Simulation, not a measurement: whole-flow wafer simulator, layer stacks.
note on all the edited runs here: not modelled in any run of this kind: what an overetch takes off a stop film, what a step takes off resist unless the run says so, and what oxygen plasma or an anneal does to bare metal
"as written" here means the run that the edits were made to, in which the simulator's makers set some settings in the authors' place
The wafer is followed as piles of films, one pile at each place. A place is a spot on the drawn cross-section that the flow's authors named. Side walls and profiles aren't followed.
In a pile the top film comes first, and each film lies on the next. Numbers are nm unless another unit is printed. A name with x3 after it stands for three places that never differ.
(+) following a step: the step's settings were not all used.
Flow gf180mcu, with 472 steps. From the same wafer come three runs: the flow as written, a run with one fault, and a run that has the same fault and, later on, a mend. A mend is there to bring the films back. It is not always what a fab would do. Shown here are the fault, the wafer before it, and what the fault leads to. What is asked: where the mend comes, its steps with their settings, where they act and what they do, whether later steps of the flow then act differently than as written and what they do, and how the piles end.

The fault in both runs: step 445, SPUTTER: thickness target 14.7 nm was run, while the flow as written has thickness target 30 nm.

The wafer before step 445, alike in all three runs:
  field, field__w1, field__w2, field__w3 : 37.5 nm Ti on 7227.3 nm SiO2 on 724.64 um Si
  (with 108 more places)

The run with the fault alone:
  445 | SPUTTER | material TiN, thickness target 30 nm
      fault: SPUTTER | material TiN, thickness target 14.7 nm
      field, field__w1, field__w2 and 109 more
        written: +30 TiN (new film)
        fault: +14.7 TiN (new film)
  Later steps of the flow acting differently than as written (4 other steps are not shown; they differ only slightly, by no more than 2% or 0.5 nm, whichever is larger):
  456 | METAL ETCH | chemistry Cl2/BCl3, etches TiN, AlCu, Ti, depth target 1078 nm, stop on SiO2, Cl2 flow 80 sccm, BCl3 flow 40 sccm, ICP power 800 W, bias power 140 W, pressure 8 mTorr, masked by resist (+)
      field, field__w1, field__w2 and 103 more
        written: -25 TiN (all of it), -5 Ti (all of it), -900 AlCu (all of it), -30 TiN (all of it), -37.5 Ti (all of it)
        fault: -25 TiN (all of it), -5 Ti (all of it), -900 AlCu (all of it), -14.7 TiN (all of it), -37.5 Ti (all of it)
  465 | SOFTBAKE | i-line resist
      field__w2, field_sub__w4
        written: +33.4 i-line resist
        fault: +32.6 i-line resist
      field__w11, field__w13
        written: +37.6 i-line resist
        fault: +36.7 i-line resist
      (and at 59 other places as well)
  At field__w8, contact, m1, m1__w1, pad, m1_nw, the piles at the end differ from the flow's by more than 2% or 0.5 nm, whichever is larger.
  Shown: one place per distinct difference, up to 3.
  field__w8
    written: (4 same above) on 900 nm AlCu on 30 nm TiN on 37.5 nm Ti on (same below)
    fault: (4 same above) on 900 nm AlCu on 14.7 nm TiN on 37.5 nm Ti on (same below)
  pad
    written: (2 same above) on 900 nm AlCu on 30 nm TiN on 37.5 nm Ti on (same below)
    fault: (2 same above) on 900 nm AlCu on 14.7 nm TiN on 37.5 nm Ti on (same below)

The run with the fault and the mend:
  The mend follows step 445.
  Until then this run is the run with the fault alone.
  445a | SPUTTER | material TiN, thickness target 15.3 nm (the flow's step 445 again, with other settings)
      field, field__w1, field__w2 and 109 more
        +15.3 TiN
  Later steps of the flow that are run all act as written at every place that is followed.
  By the end, the piles equal the flow's at every place that both follow.
